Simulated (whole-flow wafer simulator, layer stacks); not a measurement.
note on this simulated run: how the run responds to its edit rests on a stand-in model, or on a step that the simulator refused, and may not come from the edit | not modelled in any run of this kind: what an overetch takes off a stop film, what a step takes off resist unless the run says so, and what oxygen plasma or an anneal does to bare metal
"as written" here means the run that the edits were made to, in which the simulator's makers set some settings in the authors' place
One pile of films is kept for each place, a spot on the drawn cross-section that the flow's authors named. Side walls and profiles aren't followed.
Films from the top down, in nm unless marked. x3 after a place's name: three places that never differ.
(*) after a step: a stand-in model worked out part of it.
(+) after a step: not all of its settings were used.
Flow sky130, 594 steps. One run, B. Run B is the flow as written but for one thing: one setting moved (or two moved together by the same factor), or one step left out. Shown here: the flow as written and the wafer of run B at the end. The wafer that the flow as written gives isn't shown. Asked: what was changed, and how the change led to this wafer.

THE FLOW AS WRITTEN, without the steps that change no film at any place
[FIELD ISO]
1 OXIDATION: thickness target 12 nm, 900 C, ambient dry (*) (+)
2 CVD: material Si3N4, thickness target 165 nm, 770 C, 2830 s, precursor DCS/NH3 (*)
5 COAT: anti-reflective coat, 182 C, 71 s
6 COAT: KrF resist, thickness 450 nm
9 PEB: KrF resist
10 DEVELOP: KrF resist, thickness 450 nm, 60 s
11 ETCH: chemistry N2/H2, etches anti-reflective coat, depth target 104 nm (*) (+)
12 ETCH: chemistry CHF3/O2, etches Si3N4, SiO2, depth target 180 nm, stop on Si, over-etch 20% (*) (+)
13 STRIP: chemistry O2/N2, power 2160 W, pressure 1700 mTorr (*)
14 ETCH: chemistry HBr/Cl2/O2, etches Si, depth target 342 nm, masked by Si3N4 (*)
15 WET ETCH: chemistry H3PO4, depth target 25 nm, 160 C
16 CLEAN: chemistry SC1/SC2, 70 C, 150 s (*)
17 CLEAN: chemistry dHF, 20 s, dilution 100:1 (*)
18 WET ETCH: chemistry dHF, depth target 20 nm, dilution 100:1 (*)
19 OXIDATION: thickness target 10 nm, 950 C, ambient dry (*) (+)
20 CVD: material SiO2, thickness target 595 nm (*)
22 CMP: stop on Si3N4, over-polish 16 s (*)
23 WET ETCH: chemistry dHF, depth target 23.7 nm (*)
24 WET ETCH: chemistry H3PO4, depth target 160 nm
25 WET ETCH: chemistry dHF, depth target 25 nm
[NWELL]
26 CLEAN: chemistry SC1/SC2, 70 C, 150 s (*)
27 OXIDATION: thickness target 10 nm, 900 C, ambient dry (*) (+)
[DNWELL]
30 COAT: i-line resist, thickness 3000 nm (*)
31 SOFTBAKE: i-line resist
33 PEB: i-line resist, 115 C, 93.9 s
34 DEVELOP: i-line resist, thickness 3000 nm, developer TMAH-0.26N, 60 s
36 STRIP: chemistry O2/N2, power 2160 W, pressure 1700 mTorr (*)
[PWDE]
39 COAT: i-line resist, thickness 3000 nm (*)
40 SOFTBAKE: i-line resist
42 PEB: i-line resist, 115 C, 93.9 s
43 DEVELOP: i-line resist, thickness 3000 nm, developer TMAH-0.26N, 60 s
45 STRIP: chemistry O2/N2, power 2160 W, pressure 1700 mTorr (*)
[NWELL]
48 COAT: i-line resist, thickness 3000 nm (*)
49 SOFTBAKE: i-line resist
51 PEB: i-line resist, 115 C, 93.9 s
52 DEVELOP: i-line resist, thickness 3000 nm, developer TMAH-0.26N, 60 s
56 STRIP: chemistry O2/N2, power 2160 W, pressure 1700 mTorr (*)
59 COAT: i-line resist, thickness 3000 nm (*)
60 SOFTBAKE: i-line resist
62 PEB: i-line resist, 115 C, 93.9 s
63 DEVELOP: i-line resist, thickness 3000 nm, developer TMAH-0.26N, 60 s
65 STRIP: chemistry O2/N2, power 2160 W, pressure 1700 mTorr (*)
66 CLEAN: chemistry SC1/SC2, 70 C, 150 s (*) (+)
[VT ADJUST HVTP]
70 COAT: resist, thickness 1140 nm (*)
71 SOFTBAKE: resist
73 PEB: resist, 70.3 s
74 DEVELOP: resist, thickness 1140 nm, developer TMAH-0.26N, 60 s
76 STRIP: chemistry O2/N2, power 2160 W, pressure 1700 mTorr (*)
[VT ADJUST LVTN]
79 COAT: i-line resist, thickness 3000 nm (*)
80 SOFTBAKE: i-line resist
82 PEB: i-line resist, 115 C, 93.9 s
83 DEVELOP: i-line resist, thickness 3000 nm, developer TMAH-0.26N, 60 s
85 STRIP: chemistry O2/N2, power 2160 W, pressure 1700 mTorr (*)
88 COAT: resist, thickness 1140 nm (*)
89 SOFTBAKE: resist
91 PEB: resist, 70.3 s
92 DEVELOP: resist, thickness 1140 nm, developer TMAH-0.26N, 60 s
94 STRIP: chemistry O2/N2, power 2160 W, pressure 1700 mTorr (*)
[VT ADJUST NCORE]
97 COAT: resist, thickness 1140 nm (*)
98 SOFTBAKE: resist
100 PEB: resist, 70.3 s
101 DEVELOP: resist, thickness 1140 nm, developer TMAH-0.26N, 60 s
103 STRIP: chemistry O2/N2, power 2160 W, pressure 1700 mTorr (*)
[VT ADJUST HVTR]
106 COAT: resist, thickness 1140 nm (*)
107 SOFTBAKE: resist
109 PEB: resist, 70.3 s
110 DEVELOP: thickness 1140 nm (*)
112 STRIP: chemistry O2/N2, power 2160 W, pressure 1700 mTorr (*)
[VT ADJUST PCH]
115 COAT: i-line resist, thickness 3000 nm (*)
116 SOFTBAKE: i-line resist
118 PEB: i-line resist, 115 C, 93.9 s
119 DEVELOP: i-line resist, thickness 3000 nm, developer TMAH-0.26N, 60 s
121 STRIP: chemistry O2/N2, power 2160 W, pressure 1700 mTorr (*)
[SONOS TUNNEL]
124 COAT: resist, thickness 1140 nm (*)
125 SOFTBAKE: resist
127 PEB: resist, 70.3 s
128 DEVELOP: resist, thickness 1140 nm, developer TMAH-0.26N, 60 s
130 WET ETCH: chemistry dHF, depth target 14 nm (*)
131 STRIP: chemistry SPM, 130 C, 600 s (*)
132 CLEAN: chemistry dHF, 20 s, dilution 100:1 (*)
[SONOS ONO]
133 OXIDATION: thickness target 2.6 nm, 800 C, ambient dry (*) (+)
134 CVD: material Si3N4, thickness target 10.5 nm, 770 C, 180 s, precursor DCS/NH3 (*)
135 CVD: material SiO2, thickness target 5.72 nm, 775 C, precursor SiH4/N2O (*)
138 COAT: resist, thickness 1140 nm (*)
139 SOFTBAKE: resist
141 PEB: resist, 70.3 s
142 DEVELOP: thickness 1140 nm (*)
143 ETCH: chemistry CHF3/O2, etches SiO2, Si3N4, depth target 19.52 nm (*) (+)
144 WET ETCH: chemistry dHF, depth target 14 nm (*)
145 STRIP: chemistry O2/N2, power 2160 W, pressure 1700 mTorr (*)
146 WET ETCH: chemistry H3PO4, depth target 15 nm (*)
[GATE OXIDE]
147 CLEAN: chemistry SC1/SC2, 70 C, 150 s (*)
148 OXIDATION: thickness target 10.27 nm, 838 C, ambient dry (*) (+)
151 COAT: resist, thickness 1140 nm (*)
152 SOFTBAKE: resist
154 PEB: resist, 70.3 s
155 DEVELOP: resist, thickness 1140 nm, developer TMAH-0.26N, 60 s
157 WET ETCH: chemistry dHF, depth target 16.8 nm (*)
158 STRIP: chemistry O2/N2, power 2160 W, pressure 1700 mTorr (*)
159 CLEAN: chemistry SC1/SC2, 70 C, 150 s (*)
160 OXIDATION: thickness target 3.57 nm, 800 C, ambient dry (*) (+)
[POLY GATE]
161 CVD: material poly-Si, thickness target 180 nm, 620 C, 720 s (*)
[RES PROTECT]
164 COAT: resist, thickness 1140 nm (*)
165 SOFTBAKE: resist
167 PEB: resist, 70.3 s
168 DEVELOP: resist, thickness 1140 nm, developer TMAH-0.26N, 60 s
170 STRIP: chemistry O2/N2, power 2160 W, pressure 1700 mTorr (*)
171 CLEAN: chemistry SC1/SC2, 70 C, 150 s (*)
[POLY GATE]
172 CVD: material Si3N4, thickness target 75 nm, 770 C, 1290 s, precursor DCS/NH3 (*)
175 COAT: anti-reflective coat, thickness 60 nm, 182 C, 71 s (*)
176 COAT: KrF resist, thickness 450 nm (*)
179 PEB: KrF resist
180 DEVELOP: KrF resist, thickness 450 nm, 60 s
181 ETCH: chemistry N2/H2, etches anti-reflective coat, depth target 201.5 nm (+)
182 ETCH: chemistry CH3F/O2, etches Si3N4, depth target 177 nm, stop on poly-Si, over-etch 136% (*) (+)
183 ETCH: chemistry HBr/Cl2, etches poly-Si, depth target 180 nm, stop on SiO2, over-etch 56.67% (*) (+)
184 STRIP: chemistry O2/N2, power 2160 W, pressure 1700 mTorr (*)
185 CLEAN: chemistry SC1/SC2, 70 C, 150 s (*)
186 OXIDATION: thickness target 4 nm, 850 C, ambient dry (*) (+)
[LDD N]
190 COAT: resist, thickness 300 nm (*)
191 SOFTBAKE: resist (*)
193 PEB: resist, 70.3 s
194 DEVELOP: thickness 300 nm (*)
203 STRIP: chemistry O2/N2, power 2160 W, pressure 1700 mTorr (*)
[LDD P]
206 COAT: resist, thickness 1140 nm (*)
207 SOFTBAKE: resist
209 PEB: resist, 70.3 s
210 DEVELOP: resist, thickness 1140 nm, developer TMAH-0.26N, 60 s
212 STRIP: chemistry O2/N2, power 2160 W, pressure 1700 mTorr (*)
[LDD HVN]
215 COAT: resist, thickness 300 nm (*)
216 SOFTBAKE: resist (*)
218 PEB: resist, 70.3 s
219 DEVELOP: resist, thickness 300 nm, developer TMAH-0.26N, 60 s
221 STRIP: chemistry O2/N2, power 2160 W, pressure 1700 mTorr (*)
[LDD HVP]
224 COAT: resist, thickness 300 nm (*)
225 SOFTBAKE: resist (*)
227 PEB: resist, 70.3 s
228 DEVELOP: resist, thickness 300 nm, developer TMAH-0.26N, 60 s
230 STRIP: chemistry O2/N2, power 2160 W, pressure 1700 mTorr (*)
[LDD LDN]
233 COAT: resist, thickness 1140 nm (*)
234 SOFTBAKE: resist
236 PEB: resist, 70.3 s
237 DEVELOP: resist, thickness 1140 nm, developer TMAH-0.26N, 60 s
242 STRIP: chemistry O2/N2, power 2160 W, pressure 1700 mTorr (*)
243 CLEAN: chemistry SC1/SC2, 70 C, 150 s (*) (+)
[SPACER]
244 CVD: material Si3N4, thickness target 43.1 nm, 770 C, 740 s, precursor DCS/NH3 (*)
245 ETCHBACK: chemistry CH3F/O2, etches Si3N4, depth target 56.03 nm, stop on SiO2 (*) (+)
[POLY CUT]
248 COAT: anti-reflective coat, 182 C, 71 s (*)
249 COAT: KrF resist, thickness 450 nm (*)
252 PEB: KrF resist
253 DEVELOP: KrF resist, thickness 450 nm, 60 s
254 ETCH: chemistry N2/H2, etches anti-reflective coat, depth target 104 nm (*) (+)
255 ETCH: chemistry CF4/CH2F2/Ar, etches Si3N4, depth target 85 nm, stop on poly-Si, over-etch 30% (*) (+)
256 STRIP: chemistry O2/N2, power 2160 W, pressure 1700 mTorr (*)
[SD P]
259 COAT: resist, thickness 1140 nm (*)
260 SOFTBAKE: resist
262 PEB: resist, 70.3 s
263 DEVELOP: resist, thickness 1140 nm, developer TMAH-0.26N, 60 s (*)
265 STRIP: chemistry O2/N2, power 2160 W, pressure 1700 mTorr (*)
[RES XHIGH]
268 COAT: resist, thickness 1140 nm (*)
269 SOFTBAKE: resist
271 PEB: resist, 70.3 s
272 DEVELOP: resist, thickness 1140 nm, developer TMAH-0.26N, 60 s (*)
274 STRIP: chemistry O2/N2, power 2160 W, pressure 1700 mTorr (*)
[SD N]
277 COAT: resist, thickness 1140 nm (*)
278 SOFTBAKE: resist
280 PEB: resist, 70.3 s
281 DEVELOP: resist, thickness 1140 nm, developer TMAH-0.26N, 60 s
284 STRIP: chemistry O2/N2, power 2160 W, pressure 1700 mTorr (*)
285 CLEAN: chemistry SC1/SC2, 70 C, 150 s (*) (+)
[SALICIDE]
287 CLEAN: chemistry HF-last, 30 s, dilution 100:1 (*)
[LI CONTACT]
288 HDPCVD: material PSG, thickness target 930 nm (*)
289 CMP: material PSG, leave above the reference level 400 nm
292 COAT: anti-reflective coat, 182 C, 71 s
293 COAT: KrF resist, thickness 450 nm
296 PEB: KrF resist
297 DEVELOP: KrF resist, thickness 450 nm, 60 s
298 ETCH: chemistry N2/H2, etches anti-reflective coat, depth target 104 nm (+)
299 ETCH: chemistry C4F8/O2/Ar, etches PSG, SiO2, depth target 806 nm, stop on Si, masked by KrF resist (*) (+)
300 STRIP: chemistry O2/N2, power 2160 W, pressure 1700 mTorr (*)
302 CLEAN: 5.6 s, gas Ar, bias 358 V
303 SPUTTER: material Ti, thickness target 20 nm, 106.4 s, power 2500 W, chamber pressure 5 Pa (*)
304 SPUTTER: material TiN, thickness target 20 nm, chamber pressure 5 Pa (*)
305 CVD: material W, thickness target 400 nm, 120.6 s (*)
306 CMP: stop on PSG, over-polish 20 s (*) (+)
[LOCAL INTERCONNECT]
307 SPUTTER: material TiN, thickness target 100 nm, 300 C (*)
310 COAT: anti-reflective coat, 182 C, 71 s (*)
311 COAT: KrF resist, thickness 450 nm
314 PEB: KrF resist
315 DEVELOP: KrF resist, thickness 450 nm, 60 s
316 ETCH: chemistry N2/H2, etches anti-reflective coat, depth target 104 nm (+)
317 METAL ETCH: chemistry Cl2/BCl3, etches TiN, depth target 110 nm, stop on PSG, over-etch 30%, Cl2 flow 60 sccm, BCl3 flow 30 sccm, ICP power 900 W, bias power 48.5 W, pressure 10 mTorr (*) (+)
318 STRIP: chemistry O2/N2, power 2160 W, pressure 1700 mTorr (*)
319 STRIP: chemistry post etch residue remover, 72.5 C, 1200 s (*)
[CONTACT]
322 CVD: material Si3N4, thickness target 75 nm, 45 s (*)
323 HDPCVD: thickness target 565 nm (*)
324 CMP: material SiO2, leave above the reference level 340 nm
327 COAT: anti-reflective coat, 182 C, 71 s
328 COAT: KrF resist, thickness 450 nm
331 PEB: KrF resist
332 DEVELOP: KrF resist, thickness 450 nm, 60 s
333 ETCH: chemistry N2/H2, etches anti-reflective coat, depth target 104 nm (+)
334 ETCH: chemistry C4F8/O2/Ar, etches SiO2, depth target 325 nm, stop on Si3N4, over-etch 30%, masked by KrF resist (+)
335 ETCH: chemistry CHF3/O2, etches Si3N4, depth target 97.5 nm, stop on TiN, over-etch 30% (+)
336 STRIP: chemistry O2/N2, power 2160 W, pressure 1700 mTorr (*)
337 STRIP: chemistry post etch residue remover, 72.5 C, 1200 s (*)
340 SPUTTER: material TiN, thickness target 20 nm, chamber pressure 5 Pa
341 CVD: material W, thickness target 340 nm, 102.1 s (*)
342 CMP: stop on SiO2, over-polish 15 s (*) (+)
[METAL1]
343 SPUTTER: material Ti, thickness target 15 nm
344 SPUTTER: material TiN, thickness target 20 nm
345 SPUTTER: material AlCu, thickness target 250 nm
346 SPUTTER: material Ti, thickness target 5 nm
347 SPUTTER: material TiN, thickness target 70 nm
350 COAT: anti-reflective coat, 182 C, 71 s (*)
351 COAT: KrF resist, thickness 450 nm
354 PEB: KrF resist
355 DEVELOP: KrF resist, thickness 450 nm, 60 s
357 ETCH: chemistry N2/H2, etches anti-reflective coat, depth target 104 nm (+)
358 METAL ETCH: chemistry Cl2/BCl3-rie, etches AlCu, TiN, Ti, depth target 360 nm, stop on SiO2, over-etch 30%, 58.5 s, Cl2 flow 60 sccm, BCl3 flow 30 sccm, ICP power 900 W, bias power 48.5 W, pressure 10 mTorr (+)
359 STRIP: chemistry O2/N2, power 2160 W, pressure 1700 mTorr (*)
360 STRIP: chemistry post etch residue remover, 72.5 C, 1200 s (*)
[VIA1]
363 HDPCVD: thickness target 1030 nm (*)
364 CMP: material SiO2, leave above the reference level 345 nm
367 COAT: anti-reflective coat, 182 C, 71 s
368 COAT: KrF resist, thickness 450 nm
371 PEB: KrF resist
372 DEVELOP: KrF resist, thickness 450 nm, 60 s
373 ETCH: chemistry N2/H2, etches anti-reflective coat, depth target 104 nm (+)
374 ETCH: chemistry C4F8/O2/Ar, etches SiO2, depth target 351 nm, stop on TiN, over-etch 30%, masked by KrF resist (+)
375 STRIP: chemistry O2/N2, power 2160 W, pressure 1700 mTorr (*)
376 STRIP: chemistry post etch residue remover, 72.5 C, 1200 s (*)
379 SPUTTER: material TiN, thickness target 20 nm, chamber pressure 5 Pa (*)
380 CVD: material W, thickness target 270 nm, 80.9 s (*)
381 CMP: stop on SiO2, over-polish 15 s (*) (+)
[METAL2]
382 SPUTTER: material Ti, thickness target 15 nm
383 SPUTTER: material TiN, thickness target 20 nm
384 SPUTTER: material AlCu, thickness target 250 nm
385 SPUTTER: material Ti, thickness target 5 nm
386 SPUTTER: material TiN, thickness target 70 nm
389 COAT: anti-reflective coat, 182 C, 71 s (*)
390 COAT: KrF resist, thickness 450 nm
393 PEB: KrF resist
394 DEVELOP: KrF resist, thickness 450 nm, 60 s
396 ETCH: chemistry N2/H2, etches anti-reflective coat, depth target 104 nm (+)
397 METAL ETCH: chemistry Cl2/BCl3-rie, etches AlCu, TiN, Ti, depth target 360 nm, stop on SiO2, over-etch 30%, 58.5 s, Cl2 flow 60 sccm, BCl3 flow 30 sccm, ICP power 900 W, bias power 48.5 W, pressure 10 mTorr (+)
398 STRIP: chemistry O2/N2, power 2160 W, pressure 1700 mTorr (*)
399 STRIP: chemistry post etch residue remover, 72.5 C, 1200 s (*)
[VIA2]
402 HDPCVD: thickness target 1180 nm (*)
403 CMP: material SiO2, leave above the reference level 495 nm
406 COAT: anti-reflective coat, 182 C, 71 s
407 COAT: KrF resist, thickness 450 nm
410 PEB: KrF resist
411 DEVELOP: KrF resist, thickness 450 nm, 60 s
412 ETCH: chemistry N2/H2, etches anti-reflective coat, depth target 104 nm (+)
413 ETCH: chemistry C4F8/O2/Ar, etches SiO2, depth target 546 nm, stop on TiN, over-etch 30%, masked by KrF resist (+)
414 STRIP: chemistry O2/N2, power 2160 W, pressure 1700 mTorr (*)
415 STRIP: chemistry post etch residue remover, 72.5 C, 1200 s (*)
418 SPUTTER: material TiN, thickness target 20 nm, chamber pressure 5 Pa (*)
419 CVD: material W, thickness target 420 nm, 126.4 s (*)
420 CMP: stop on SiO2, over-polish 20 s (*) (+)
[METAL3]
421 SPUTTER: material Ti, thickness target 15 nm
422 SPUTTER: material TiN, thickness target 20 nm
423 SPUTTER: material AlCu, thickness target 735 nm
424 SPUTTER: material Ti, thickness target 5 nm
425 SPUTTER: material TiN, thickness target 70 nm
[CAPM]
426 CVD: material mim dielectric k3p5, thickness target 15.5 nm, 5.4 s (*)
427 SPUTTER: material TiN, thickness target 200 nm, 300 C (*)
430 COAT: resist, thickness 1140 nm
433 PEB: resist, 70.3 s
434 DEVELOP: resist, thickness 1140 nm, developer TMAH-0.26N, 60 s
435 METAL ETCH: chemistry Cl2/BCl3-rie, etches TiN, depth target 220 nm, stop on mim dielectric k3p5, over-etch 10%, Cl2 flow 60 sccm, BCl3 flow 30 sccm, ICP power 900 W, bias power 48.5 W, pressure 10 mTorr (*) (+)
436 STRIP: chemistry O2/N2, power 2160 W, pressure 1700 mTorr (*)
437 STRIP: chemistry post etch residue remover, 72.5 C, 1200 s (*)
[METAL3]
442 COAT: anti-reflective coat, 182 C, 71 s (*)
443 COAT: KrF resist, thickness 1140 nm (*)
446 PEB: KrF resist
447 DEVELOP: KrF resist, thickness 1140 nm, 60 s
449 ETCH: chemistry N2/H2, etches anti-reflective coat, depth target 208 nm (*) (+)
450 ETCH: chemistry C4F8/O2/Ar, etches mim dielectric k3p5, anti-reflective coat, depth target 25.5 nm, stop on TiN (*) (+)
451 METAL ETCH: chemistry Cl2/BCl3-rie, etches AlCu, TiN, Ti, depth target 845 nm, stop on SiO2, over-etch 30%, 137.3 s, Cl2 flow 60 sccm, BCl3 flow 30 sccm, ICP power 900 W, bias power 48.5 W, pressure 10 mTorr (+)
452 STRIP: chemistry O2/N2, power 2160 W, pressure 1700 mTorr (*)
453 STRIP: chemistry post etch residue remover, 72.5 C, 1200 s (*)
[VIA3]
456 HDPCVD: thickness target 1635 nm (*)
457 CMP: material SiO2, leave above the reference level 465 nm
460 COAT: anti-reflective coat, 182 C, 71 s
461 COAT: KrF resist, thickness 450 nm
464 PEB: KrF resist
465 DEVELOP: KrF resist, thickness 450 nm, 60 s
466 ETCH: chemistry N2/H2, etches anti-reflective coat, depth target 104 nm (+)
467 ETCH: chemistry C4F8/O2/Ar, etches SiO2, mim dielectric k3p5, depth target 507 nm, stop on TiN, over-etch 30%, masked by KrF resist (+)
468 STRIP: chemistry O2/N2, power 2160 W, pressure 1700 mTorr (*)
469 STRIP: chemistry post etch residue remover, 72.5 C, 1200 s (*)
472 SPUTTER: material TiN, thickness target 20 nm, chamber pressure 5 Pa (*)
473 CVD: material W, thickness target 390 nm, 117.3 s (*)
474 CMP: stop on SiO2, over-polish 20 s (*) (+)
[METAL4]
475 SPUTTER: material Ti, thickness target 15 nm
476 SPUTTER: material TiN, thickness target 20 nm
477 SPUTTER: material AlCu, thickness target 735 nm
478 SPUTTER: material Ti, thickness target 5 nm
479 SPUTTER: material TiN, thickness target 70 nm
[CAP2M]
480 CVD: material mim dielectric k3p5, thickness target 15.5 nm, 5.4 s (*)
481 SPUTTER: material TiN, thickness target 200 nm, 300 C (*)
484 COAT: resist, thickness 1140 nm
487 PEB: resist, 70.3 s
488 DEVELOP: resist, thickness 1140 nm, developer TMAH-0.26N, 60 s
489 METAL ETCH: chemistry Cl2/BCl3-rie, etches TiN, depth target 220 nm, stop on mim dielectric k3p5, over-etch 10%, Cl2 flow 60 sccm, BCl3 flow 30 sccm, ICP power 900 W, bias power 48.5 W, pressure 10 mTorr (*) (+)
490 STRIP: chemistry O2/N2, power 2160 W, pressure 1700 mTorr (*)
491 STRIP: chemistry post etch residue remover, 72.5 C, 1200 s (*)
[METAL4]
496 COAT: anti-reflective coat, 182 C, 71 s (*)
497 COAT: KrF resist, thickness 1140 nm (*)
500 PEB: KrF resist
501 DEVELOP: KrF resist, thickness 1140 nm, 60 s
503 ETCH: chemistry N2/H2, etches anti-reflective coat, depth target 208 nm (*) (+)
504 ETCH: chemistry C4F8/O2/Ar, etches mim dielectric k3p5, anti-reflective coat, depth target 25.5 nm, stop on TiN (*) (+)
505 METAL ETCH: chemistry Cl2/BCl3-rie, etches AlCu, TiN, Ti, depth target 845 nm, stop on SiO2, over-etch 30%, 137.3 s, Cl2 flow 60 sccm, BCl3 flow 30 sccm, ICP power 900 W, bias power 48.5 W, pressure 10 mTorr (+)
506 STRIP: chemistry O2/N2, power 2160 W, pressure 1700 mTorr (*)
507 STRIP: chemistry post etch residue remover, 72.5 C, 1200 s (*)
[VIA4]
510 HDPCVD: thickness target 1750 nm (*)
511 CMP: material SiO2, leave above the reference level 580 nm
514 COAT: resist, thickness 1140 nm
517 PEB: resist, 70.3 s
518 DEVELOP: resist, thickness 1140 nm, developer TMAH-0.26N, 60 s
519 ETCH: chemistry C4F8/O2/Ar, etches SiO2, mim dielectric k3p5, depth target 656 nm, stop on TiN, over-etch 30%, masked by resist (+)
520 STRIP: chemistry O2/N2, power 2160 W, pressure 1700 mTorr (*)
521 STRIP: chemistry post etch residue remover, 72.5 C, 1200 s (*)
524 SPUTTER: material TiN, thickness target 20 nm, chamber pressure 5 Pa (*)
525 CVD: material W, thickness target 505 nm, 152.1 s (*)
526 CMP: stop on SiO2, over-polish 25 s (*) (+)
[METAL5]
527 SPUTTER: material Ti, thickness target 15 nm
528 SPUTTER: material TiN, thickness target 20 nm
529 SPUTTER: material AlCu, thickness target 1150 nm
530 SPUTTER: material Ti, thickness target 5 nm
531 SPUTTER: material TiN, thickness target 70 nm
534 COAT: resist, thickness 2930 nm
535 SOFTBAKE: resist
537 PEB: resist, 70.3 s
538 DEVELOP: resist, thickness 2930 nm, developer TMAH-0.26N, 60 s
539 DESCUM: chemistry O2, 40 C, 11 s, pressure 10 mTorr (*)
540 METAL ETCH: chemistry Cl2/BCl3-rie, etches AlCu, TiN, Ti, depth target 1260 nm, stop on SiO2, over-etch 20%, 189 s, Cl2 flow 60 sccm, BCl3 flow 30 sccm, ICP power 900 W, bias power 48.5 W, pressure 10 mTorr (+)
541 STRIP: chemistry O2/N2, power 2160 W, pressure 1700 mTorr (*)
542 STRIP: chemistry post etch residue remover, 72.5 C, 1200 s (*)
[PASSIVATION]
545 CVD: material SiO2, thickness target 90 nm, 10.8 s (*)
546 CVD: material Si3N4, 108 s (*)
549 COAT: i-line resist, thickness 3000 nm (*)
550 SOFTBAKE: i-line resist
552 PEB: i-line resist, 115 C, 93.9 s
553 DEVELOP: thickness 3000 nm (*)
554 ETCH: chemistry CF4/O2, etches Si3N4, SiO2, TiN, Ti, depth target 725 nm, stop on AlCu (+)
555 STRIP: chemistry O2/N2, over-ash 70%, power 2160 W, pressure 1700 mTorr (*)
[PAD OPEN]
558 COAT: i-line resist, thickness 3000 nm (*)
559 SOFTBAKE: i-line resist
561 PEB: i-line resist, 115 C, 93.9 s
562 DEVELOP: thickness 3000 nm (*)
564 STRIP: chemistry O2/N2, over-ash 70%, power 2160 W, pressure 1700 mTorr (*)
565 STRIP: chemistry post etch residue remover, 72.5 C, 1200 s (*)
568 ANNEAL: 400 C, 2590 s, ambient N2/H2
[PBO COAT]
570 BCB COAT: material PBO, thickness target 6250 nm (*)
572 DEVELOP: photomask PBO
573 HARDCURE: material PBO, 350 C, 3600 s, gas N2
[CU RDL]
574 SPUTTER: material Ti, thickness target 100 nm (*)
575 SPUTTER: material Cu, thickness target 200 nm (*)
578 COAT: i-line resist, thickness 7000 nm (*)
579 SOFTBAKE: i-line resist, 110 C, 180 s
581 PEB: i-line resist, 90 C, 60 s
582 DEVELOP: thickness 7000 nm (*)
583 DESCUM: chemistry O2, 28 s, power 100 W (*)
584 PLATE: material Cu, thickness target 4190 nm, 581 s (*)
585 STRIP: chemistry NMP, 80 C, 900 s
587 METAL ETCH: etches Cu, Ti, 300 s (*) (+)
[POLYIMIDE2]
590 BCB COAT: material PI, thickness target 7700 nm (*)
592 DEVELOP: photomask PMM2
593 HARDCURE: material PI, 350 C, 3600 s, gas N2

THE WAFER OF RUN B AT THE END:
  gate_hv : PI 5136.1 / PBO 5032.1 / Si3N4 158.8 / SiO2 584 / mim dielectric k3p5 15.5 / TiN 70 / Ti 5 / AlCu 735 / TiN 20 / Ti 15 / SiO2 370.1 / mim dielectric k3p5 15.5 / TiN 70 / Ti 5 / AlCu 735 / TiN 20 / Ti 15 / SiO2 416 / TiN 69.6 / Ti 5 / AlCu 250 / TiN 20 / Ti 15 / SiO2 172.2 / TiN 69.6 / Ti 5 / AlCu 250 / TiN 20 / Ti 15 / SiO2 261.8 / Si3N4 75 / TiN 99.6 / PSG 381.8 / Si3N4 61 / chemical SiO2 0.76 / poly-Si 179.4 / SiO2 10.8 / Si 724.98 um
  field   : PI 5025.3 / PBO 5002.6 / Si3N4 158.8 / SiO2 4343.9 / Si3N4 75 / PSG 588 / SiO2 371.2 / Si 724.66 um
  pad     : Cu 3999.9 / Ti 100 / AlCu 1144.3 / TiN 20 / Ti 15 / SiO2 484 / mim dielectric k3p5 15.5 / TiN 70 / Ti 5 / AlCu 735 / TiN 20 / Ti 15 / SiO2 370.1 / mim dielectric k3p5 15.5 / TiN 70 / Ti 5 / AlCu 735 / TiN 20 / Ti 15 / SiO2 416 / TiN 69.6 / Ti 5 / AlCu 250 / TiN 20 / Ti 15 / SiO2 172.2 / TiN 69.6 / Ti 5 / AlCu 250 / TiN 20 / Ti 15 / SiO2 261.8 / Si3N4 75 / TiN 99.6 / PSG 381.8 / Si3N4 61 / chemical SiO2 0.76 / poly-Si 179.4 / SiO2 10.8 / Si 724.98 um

The cause: step 364, CMP: leave above the reference level 250 nm was run, where the flow has leave above the reference level 345 nm.

How the change led to this, step by step:
  364 CMP: material SiO2, leave above the reference level 345 nm
      n_well, p_well, gate_hv and 100 more: SiO2 -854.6 (as written it would be: SiO2 -759.6)
      field, active, gate and 81 more: SiO2 -484.1 (as written it would be: SiO2 -389.1)
      (and at 4 more places)
  374 ETCH: chemistry C4F8/O2/Ar, etches SiO2, depth target 351 nm, stop on TiN, over-etch 30%, masked by KrF resist (+)
      field, active, n_well and 186 more: KrF resist -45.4 (as written it would be: KrF resist -70.1)
      m1, via1_hole: SiO2 -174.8 (all of it) (as written it would be: SiO2 -269.8 (all of it))
  375 STRIP: chemistry O2/N2, power 2160 W, pressure 1700 mTorr (*)
      field, active, n_well and 186 more: KrF resist -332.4 (all of it), anti-reflective coat -80 (all of it) (as written it would be: KrF resist -307.7 (all of it), anti-reflective coat -80 (all of it))
  379 SPUTTER: material TiN, thickness target 20 nm, chamber pressure 5 Pa (*)
      m1: TiN +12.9 (as written it would be: TiN +11)
      via1_hole: TiN +12.9 (as written it would be: TiN +10.9)
  380 CVD: material W, thickness target 270 nm, 80.9 s (*)
      m1, via1_hole: W +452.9 (new film) (as written it would be: W +549.9 (new film))
